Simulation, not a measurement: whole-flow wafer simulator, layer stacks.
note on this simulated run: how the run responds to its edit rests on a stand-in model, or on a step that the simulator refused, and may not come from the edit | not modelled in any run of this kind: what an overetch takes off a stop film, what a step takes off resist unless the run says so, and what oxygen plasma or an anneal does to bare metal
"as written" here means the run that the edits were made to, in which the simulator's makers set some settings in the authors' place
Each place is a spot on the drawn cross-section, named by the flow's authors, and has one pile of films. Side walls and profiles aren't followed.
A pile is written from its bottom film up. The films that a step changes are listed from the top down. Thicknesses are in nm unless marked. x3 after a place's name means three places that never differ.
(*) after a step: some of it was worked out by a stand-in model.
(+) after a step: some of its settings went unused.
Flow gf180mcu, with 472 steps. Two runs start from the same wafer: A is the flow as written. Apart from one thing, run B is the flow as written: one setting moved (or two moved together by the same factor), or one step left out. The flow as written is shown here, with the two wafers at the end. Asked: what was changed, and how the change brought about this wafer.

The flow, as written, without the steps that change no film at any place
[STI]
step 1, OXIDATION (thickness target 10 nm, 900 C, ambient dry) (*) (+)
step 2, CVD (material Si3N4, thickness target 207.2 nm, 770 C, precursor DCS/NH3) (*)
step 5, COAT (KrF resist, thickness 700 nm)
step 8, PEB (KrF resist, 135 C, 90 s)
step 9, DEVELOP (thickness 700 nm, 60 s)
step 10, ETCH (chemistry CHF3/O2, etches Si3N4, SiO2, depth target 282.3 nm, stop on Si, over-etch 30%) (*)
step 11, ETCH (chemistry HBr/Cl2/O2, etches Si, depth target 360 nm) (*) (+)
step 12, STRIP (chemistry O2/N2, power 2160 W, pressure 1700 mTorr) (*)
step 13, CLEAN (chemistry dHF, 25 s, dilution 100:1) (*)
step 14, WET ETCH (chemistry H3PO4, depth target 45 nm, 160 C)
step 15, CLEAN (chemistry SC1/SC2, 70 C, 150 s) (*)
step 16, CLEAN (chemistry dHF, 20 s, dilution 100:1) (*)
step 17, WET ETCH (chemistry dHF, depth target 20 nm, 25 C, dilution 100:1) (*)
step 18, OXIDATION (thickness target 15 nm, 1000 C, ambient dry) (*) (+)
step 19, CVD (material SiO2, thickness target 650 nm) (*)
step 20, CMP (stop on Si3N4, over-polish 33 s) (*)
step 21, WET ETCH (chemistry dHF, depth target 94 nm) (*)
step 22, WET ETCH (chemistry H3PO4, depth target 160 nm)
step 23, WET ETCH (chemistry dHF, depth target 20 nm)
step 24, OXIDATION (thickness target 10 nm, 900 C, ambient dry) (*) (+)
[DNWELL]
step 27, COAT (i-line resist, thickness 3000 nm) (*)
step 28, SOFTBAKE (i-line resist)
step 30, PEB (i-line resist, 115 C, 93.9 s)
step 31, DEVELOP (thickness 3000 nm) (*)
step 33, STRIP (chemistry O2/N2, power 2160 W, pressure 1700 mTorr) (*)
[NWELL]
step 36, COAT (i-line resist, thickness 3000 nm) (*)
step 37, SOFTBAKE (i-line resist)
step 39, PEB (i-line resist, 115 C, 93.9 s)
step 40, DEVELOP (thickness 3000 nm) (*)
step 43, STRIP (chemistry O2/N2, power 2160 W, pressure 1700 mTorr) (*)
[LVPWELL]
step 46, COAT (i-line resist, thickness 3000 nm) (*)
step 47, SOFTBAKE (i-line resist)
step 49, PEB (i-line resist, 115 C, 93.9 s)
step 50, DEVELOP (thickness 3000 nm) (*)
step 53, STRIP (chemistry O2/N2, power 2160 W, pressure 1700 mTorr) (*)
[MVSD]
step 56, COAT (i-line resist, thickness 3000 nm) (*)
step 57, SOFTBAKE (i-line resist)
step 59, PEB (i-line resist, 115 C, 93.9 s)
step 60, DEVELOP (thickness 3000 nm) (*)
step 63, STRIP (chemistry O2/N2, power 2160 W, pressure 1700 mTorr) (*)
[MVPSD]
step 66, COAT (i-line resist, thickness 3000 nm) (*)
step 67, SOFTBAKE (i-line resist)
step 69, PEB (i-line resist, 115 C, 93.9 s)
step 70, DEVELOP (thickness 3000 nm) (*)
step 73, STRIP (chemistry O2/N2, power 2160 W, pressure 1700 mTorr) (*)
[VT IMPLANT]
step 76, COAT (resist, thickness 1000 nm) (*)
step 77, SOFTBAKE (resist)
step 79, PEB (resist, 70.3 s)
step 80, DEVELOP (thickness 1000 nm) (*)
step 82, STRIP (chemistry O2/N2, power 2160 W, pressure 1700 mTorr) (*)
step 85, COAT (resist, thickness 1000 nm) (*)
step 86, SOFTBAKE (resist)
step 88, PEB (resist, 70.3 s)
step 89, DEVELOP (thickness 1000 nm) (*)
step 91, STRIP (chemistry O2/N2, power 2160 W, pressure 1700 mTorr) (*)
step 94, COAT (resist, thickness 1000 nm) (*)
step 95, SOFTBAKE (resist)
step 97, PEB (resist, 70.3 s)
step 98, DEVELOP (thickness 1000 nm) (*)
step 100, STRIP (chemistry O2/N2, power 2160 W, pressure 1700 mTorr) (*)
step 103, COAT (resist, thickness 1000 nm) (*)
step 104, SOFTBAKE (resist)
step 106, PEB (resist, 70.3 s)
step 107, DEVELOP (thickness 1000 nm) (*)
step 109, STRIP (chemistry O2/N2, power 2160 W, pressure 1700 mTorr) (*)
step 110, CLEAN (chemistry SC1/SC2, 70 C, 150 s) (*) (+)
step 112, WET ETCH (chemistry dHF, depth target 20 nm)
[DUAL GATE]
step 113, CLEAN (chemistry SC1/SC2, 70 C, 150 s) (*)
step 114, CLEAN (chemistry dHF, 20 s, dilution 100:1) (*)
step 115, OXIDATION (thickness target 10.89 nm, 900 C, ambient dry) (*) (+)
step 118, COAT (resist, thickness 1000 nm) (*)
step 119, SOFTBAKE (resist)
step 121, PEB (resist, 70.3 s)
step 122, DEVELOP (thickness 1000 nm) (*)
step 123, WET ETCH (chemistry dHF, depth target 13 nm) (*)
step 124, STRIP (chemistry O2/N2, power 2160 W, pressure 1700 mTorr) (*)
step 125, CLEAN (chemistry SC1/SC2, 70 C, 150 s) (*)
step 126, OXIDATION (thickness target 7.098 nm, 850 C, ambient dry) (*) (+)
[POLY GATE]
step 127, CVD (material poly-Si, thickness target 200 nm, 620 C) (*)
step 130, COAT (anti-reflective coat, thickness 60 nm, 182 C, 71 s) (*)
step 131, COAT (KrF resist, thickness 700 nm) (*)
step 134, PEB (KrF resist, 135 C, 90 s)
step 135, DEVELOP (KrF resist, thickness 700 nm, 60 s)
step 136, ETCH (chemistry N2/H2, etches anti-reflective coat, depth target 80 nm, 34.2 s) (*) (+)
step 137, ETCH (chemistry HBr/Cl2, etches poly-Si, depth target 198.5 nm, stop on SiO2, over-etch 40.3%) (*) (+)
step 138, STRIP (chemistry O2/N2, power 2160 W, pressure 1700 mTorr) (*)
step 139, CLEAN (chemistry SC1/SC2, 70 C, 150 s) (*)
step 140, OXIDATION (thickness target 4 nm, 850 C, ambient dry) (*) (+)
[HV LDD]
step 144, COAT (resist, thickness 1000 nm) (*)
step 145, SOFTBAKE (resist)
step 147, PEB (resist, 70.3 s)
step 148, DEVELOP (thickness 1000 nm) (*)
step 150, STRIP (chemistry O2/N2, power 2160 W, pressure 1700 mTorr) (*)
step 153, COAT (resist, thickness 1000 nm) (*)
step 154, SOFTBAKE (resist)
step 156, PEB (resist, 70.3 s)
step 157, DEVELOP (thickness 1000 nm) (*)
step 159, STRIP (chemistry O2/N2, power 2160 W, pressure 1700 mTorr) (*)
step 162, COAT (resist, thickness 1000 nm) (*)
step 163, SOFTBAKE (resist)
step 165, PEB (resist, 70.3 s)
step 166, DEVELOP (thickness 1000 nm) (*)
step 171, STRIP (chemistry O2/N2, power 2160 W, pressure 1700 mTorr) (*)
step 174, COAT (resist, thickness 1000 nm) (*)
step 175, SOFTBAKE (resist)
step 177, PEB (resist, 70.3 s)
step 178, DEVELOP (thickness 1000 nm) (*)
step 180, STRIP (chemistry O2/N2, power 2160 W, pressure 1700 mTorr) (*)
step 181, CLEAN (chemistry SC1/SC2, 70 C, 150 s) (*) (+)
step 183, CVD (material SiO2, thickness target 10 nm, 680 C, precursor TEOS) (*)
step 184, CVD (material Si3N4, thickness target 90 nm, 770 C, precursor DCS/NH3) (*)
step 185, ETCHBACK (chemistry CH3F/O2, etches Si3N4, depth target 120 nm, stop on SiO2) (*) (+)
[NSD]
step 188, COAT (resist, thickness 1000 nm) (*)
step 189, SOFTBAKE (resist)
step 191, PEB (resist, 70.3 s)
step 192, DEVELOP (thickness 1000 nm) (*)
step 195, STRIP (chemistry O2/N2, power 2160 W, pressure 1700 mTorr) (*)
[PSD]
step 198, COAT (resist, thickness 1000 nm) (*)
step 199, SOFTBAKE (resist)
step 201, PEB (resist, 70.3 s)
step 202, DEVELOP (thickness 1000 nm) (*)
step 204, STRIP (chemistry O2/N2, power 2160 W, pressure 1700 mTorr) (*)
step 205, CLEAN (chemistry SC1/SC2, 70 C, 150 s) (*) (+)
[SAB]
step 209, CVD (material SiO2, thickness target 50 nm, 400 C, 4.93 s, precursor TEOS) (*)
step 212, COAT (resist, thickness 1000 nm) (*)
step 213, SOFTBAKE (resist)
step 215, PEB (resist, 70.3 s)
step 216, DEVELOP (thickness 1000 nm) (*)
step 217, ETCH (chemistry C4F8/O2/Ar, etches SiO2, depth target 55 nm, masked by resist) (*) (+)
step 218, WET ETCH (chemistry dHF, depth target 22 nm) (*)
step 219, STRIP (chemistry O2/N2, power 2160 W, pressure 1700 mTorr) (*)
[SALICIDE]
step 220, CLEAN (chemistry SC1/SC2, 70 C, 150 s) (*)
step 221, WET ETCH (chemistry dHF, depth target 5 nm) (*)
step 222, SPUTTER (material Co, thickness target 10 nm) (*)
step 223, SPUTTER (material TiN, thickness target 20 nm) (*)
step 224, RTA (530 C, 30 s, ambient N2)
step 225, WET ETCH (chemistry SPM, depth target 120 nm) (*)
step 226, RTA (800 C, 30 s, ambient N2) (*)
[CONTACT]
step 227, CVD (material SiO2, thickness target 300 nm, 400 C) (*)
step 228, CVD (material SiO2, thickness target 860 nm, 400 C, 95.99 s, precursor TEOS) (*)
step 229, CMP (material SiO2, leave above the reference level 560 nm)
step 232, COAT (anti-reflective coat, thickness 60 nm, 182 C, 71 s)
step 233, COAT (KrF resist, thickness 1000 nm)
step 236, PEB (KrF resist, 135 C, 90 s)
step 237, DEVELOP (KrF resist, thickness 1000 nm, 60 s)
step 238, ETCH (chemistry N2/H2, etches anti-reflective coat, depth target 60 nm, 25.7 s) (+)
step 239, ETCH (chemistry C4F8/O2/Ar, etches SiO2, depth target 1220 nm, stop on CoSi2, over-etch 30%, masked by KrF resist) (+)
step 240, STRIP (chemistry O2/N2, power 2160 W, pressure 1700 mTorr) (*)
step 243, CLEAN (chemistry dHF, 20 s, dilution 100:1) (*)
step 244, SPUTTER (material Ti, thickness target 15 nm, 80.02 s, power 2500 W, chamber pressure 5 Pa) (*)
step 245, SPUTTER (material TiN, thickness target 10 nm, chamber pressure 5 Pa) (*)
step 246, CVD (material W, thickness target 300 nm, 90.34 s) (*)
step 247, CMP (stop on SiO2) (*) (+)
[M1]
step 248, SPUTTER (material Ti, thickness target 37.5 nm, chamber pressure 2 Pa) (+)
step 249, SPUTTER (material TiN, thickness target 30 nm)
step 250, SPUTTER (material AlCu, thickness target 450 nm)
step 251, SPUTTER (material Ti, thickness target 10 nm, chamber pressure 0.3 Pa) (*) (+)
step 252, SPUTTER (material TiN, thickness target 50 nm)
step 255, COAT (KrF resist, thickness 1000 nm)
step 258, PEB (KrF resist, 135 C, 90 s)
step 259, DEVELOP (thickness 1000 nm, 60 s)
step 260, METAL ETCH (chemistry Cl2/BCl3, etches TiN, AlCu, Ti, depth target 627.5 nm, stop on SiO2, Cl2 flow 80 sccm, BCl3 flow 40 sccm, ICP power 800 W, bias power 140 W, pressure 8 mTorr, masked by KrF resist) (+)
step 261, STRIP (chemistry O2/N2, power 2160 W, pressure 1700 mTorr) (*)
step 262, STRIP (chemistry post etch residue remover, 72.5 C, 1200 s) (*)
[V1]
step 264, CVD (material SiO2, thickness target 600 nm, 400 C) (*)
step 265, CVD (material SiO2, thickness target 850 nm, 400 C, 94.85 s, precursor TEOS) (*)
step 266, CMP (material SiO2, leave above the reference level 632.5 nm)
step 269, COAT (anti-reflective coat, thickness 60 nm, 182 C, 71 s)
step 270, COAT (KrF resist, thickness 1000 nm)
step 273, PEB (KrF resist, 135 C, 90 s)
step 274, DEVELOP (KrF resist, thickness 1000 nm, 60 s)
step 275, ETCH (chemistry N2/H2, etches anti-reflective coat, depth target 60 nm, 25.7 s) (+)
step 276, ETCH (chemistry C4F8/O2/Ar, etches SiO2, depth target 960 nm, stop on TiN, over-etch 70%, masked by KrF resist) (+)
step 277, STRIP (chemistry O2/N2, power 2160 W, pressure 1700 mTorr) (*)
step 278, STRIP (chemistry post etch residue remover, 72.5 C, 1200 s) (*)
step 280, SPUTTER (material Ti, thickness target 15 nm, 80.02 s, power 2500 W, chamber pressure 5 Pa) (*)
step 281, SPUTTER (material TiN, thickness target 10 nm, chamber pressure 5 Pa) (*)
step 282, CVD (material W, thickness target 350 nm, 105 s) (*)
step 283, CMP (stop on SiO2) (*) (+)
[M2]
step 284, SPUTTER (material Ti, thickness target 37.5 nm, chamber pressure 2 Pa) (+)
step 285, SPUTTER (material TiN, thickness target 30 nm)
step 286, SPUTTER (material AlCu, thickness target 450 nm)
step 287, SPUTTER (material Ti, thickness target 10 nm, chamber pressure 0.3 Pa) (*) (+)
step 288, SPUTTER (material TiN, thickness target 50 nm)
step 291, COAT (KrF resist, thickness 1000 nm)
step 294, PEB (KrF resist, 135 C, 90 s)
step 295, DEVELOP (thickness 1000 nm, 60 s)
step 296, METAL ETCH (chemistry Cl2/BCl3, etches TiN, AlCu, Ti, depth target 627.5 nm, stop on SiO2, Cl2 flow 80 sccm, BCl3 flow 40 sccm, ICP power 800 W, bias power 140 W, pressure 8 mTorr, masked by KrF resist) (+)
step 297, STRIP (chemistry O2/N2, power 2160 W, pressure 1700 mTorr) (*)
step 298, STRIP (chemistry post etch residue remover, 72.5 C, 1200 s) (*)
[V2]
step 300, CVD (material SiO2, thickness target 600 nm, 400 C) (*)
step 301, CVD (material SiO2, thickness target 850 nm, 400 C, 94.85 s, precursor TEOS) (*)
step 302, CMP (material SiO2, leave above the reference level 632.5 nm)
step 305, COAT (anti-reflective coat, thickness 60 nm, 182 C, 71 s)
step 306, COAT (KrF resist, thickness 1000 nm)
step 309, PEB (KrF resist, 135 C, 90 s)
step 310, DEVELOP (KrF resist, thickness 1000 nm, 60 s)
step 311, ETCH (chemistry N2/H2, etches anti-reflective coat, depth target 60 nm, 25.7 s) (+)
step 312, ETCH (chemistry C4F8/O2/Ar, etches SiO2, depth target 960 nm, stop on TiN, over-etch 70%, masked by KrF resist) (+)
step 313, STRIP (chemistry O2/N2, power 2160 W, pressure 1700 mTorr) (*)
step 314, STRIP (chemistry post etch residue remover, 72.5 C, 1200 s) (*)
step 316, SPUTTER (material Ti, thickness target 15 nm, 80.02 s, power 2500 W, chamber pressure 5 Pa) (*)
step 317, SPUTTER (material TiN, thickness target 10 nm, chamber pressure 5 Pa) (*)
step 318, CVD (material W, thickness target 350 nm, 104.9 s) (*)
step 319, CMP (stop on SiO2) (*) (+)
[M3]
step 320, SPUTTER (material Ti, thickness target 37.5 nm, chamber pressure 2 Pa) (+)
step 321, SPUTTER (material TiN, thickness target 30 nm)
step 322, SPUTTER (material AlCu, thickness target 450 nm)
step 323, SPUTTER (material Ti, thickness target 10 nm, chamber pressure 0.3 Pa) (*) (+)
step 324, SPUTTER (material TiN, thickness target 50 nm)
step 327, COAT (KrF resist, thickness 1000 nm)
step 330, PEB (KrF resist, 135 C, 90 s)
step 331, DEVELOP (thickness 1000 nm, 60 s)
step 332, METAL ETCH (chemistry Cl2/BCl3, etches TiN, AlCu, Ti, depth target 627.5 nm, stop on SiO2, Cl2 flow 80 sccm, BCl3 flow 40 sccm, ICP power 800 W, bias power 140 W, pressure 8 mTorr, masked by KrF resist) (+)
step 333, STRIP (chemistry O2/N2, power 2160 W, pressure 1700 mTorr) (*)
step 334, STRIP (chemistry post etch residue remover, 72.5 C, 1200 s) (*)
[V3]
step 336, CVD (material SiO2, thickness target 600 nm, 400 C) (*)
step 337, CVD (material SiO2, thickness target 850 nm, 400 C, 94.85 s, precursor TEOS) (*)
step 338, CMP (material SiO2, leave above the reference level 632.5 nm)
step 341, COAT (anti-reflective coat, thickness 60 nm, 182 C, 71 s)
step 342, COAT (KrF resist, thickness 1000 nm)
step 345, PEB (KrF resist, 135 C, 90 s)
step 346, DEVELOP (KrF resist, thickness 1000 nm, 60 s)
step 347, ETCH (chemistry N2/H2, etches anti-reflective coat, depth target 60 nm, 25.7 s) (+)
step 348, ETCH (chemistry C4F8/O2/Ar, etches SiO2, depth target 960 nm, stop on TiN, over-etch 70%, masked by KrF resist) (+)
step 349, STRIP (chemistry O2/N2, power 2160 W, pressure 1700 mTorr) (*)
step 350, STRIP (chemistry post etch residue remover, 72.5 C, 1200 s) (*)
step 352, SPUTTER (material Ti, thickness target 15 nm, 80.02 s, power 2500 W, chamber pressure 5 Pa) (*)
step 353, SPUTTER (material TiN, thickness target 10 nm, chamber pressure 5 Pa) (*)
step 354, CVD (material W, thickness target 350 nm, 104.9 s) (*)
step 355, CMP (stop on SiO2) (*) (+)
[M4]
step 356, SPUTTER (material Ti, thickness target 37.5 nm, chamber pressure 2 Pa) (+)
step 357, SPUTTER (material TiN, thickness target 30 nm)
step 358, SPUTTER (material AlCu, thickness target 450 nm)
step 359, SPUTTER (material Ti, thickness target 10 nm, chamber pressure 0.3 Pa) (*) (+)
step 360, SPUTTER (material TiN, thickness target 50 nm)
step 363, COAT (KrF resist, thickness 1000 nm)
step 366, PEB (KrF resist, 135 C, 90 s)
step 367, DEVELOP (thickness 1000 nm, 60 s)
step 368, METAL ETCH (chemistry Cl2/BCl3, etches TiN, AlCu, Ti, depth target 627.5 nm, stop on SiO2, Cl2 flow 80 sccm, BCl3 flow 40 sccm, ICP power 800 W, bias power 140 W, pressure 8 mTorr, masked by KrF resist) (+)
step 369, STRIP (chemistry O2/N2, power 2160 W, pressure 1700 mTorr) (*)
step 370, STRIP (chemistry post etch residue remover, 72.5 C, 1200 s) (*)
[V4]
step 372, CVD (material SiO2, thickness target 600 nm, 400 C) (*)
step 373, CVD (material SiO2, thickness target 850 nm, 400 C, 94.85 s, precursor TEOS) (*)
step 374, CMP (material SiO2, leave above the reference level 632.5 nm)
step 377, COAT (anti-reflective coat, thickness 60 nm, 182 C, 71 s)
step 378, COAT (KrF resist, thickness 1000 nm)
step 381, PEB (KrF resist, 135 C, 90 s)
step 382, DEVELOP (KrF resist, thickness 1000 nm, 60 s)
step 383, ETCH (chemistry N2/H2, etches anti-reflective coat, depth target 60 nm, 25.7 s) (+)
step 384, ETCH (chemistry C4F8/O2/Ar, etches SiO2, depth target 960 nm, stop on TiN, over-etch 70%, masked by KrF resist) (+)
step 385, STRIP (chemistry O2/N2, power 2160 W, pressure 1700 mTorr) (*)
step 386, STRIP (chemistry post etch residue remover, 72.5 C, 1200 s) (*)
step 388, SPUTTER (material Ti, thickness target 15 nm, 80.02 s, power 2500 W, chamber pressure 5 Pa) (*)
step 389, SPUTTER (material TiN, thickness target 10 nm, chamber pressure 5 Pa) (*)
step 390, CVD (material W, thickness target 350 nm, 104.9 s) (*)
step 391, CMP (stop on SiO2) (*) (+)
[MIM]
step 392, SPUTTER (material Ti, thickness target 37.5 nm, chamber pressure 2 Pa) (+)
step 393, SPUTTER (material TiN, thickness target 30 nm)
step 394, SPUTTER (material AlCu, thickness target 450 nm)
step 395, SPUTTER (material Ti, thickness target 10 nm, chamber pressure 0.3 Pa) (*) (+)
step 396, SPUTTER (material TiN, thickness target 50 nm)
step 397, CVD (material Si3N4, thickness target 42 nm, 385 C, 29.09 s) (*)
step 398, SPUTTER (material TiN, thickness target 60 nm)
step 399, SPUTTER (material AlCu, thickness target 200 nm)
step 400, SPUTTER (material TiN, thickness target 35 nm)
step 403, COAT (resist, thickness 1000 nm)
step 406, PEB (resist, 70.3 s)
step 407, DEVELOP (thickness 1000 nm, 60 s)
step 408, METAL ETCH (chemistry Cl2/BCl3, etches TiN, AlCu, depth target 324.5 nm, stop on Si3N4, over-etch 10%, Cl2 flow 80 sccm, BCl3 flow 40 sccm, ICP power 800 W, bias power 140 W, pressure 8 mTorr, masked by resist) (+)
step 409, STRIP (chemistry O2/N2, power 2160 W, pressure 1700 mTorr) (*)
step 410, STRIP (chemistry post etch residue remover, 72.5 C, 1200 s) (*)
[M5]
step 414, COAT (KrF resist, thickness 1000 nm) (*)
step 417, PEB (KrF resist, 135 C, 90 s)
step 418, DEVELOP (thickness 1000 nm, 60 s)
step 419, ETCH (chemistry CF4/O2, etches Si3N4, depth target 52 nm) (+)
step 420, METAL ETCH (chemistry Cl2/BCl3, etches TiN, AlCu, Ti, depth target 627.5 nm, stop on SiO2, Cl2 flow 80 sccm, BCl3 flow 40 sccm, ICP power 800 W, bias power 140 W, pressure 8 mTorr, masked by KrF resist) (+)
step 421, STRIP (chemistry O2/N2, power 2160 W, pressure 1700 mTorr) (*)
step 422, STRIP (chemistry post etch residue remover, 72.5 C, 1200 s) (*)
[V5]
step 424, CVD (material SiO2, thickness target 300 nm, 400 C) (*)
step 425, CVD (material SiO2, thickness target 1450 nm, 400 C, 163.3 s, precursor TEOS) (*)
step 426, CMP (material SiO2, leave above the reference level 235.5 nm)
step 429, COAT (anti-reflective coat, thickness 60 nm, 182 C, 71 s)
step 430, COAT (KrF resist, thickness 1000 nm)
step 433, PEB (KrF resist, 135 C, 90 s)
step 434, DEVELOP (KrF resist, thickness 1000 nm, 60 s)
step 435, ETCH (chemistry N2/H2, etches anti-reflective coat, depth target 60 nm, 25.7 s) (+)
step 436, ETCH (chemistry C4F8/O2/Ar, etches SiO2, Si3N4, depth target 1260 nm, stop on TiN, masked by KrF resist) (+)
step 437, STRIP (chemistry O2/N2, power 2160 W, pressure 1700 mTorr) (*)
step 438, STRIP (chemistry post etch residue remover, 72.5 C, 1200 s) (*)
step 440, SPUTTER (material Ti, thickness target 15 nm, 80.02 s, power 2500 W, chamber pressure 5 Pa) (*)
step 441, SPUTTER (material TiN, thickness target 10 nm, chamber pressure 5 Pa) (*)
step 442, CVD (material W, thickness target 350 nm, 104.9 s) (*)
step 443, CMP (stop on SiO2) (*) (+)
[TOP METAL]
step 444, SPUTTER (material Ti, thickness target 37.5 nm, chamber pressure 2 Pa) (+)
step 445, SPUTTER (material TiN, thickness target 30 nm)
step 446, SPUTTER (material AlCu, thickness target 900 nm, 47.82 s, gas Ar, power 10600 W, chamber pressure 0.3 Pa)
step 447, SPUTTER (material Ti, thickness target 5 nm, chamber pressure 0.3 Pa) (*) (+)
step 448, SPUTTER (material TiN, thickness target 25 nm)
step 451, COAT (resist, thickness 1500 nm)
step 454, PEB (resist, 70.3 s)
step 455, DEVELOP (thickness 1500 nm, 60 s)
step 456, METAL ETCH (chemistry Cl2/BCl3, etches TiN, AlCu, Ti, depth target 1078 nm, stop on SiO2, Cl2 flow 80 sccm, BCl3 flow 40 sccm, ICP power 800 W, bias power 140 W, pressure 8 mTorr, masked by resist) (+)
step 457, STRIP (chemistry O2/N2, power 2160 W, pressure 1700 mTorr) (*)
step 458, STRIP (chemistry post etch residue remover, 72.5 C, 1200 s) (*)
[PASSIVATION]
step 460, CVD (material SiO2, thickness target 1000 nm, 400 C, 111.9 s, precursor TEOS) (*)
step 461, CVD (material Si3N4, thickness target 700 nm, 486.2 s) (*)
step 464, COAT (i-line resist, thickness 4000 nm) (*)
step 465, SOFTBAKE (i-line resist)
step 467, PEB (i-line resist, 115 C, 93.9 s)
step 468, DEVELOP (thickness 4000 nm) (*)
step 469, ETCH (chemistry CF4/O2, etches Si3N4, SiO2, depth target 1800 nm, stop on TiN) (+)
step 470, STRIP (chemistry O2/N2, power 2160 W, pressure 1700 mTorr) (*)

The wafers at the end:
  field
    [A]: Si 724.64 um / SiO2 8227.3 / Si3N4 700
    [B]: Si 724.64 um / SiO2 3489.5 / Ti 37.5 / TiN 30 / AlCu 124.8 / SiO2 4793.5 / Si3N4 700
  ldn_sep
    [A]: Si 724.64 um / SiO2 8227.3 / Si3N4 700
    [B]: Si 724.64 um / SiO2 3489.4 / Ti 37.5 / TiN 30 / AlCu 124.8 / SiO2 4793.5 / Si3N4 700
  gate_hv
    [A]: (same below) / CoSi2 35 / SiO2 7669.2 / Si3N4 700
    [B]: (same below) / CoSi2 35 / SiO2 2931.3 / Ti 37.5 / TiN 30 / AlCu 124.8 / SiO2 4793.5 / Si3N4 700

Cause: step 322, SPUTTER: thickness target 698 nm was run, whereas the flow has thickness target 450 nm.

How this came from the change, step by step:
  step 322, SPUTTER (material AlCu, thickness target 450 nm)
      field, field__w1, field__w2 and 108 more: A +450 AlCu (new film) | B +698 AlCu (new film)
  step 332, METAL ETCH (chemistry Cl2/BCl3, etches TiN, AlCu, Ti, depth target 627.5 nm, stop on SiO2, Cl2 flow 80 sccm, BCl3 flow 40 sccm, ICP power 800 W, bias power 140 W, pressure 8 mTorr, masked by KrF resist) (+)
      field, field__w1, field__w2 and 103 more: A -50 TiN (all of it), -10 Ti (all of it), -450 AlCu (all of it), -30 TiN (all of it), -37.5 Ti (all of it) | B -50 TiN (all of it), -10 Ti (all of it), -567.5 AlCu
  step 334, STRIP (chemistry post etch residue remover, 72.5 C, 1200 s) (*)
      field, field__w1, field__w2 and 103 more: A nothing | B -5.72 AlCu
  step 336, CVD (material SiO2, thickness target 600 nm, 400 C) (*)
      field, field__w1, field__w2 and 103 more: A +600 SiO2 | B +600 SiO2 (new film)
  step 338, CMP (material SiO2, leave above the reference level 632.5 nm)
      field, field__w1, field__w2 and 103 more: A -300 SiO2 | B -244.3 SiO2
With metal films that touch counted as one body, field has 1 body; the flow as written gives 0 bodies.
With metal films that touch counted as one body, ldn_sep has 1 body; the flow as written gives 0 bodies.
With metal films that touch counted as one body, gate_hv has 2 bodies (between them, from the top down: SiO2 2931.3); the flow as written gives 1 body.
